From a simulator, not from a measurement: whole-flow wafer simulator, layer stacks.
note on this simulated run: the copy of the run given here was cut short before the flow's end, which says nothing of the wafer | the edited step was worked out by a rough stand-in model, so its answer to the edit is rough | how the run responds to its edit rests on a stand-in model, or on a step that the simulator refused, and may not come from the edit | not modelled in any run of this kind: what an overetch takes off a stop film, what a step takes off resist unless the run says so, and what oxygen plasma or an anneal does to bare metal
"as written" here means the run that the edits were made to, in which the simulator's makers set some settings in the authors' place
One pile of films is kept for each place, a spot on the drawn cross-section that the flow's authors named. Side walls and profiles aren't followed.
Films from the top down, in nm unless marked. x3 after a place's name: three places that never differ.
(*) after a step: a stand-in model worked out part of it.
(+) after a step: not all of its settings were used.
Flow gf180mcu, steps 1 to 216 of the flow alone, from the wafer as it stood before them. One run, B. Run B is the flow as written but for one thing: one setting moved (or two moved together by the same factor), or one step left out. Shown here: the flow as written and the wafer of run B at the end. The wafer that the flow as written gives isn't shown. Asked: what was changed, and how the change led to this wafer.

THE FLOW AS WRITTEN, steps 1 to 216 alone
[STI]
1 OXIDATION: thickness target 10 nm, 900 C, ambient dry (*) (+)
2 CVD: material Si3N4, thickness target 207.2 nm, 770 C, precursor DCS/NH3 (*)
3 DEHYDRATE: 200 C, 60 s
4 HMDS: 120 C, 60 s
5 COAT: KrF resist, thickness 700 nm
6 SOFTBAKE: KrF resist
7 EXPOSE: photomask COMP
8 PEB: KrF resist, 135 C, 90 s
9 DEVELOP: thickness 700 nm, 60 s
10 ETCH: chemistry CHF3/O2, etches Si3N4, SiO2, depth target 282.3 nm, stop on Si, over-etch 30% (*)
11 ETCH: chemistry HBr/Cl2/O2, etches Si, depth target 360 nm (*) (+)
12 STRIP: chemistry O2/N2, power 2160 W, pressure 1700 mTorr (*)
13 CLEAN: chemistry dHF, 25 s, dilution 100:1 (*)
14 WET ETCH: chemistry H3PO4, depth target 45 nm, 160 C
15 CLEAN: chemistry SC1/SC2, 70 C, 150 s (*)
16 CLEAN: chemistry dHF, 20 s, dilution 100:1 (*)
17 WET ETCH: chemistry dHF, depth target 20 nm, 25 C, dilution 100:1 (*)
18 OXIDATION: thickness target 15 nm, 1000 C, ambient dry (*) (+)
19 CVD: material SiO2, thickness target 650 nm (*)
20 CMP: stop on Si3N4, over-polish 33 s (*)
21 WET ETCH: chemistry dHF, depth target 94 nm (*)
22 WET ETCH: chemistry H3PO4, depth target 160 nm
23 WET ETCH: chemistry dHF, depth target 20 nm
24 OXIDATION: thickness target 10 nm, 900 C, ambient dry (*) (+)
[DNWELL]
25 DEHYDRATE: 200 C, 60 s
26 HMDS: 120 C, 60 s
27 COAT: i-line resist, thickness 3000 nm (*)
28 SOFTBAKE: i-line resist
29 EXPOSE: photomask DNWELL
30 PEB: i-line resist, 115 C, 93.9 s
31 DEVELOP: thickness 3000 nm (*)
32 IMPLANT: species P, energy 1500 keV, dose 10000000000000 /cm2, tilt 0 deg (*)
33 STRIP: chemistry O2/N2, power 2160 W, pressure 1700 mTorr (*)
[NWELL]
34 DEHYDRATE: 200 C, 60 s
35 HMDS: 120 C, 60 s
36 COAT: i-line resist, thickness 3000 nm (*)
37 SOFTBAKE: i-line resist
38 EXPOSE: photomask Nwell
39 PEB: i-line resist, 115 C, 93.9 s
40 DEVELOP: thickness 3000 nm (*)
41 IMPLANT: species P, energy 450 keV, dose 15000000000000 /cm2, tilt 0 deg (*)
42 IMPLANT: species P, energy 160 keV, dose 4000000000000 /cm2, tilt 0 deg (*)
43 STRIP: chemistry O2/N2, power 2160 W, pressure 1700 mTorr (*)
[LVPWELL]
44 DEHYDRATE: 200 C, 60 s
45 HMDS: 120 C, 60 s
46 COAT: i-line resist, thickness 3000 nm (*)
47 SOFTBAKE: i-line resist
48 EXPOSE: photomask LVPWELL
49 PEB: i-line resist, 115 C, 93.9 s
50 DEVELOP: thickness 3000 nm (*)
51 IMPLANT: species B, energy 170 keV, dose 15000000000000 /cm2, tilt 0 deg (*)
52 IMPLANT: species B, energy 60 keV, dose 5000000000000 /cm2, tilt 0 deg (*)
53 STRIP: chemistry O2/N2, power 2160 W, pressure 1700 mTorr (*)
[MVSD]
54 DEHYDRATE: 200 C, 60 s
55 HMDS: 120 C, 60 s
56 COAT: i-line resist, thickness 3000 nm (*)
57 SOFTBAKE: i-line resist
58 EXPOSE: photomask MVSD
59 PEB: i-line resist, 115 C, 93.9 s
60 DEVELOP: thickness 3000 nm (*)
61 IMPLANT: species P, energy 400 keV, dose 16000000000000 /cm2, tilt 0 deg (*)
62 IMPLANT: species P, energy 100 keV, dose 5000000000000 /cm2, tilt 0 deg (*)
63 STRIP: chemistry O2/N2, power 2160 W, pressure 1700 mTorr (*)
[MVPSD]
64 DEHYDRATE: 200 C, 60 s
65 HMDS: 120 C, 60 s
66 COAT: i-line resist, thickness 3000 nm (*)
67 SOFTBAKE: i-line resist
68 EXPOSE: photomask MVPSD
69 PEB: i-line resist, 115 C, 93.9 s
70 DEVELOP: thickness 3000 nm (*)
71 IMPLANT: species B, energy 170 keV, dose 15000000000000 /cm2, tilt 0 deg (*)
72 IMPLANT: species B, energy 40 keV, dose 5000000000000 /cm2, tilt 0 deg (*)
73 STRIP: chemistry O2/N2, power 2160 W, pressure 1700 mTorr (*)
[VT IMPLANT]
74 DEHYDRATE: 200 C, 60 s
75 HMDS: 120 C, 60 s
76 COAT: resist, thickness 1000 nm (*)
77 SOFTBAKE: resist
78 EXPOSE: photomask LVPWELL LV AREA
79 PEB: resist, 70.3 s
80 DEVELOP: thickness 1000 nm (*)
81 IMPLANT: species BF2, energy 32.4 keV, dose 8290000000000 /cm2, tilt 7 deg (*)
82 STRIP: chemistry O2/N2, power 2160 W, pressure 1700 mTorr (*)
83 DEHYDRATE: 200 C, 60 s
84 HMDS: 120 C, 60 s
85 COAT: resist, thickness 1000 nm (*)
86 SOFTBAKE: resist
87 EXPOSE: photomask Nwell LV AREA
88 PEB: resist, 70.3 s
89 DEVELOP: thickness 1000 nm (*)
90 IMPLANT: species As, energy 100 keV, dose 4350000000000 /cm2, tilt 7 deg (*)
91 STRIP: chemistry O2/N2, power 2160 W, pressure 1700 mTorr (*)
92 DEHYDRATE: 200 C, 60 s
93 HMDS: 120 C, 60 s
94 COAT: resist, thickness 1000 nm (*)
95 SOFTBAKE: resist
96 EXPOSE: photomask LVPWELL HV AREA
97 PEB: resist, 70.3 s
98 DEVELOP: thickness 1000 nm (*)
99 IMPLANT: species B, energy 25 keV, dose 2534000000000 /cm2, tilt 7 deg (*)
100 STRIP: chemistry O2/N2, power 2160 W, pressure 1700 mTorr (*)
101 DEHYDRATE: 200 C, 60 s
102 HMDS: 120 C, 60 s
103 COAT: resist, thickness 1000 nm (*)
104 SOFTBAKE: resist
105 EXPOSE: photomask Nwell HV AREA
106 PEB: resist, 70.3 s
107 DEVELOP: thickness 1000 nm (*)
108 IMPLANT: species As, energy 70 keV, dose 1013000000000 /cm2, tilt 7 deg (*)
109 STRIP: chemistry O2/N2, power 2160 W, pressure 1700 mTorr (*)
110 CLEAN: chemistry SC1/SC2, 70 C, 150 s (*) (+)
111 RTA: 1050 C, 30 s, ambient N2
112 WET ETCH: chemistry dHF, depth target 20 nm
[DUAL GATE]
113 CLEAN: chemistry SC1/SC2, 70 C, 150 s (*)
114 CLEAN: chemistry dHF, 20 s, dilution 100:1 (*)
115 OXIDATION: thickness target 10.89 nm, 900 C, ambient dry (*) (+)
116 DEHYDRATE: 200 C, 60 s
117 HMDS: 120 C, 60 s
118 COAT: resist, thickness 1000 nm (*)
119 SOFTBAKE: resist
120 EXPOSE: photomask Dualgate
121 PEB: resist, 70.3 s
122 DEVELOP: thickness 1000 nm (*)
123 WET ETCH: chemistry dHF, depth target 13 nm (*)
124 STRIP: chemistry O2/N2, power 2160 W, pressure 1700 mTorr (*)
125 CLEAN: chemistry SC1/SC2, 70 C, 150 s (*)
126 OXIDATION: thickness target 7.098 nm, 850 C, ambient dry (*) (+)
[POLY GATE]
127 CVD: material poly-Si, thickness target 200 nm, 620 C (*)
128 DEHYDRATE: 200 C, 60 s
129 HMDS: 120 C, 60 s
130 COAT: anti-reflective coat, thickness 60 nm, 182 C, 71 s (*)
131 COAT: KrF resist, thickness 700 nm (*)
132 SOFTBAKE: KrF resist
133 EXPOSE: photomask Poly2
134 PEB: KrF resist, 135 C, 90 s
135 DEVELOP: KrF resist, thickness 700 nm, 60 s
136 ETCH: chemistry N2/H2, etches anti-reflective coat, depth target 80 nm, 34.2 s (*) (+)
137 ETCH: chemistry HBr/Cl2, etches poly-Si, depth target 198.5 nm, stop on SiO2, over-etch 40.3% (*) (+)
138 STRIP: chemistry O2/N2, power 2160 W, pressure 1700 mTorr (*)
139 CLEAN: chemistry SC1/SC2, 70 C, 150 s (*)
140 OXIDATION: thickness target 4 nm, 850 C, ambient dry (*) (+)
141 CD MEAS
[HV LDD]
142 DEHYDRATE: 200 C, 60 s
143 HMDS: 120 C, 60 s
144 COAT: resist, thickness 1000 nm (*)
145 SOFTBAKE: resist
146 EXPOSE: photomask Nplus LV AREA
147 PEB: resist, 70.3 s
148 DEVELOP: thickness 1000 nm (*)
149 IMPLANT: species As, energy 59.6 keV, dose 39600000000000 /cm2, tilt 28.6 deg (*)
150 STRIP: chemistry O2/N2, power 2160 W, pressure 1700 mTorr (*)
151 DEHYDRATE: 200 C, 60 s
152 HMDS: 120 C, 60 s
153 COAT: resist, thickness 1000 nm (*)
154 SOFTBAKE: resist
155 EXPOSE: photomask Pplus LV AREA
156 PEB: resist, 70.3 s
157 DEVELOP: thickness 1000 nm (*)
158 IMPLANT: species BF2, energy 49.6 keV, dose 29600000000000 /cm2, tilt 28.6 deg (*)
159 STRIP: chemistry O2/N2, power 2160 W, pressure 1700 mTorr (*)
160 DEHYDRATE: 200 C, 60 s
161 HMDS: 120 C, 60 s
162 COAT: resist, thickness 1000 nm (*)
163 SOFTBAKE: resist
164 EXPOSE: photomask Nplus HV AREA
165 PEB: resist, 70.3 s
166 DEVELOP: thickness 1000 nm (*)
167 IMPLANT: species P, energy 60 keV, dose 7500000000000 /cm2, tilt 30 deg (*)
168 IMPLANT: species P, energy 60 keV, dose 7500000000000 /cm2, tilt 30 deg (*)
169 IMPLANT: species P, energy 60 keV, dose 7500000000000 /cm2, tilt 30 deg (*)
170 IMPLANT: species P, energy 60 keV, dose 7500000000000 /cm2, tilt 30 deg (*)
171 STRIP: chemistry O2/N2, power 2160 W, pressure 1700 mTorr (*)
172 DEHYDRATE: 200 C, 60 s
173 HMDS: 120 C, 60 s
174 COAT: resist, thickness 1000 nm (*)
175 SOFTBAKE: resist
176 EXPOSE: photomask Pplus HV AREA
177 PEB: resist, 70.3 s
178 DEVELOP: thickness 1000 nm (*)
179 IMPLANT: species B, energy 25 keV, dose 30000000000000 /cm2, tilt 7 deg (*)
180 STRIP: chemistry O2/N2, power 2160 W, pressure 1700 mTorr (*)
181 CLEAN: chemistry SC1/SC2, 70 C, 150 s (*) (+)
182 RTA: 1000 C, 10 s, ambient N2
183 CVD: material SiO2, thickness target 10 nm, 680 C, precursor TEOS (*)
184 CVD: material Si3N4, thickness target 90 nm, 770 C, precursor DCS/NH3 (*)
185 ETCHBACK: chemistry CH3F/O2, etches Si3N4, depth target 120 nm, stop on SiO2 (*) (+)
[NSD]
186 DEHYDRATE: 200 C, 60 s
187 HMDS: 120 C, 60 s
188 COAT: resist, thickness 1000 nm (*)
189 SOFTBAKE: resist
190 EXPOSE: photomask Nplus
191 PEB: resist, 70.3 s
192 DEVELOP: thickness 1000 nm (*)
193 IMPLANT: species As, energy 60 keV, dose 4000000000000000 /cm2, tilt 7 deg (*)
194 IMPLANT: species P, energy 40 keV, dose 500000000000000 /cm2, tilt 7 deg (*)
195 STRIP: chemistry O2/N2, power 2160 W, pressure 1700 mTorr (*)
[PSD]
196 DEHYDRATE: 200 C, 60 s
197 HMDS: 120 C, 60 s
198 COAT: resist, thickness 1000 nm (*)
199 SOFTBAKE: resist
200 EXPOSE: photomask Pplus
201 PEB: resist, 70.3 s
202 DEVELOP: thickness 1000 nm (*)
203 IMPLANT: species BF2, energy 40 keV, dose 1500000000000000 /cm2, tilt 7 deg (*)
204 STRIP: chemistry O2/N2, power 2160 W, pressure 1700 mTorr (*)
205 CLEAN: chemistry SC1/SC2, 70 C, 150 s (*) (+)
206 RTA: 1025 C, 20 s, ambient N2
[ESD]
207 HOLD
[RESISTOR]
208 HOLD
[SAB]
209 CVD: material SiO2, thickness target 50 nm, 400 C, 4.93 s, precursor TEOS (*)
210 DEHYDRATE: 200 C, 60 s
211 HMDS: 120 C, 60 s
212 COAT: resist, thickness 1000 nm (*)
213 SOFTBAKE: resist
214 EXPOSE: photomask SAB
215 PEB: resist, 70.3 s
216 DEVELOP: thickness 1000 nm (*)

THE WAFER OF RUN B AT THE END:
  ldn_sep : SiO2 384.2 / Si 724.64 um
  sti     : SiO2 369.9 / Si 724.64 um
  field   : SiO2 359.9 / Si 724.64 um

The cause: step 21, WET ETCH: depth target 148 nm was run, where the flow has depth target 94 nm.

How the change led to this, step by step:
  21 WET ETCH: chemistry dHF, depth target 94 nm (*)
      active, n_well, p_well and 40 more: Si3N4 -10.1 (as written it would be: Si3N4 -6.43)
      field, field_sub, sti and 34 more: SiO2 -148 (as written it would be: SiO2 -94)
  22 WET ETCH: chemistry H3PO4, depth target 160 nm
      active, n_well, p_well and 40 more: Si3N4 -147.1 (all of it), SiO2 -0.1 (as written it would be: Si3N4 -150.8 (all of it), SiO2 -0.07)
  28 SOFTBAKE: i-line resist
      field: i-line resist -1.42 (as written it would be: i-line resist +2.45)
      field_sub: i-line resist -1.12 (as written it would be: i-line resist +1.87)
      (and at 60 more places)
  37 SOFTBAKE: i-line resist
      field: i-line resist -1.42 (as written it would be: i-line resist +2.45)
      field_sub: i-line resist -1.12 (as written it would be: i-line resist +1.87)
      (and at 60 more places)
  47 SOFTBAKE: i-line resist
      field: i-line resist -1.42 (as written it would be: i-line resist +2.45)
      field_sub: i-line resist -1.12 (as written it would be: i-line resist +1.87)
      (and at 60 more places)
  57 SOFTBAKE: i-line resist
      field: i-line resist -1.42 (as written it would be: i-line resist +2.45)
      field_sub: i-line resist -1.12 (as written it would be: i-line resist +1.87)
      (and at 60 more places)
  67 SOFTBAKE: i-line resist
      field: i-line resist -1.42 (as written it would be: i-line resist +2.45)
      field_sub: i-line resist -1.12 (as written it would be: i-line resist +1.87)
      (and at 60 more places)
  76 COAT: resist, thickness 1000 nm (*)
      p_well, spacer, sd_n: resist +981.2 (new film) (as written it would be: resist +1033.8 (new film))
      field: resist +1010.2 (new film) (as written it would be: resist +989.5 (new film))
      (and at 50 more places)
  77 SOFTBAKE: resist
      ldn_dft, ldp_dft: nothing (as written it would be: resist -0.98)
      field: nothing (as written it would be: resist -0.74)
      (and at 57 more places)
  79 PEB: resist, 70.3 s
      iso_ptap_sub, ldn_tap, ldn_src and 9 more: resist -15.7 (as written it would be: resist -16.3)
      p_well, spacer, sd_n: resist -15.6 (as written it would be: resist -16.4)
      (and at 6 more places)
  80 DEVELOP: thickness 1000 nm (*)
      p_well, spacer, sd_n: resist -965.7 (all of it) (as written it would be: resist -1017.4 (all of it))
      field: resist -994.1 (all of it) (as written it would be: resist -973 (all of it))
      (and at 6 more places)
  82 STRIP: chemistry O2/N2, power 2160 W, pressure 1700 mTorr (*)
      field__w6: resist -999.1 (all of it) (as written it would be: resist -968.6 (all of it))
      field_sub: resist -993.8 (all of it) (as written it would be: resist -966.6 (all of it))
      (and at 43 more places)
  85 COAT: resist, thickness 1000 nm (*)
      p_well, spacer, sd_n: resist +981.2 (new film) (as written it would be: resist +1033.8 (new film))
      field: resist +1010.2 (new film) (as written it would be: resist +989.5 (new film))
      (and at 50 more places)
  86 SOFTBAKE: resist
      ldn_dft, ldp_dft: nothing (as written it would be: resist -0.98)
      field: nothing (as written it would be: resist -0.74)
      (and at 57 more places)
  88 PEB: resist, 70.3 s
      iso_ptap_sub, ldn_tap, ldn_src and 9 more: resist -15.7 (as written it would be: resist -16.3)
      p_well, spacer, sd_n: resist -15.6 (as written it would be: resist -16.4)
      (and at 6 more places)
  89 DEVELOP: thickness 1000 nm (*)
      n_well: resist -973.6 (all of it) (as written it would be: resist -1002.9 (all of it))
      sd_p: resist -973.9 (all of it) (as written it would be: resist -1001.9 (all of it))
      (and at 5 more places)
  ... 55 more steps ...
  216 DEVELOP: thickness 1000 nm (*)
      p_well, sd_n: resist -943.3 (all of it) (as written it would be: resist -996.4 (all of it))
      field__w1: resist -1042.6 (all of it) (as written it would be: resist -1017.5 (all of it))
      (and at 49 more places)
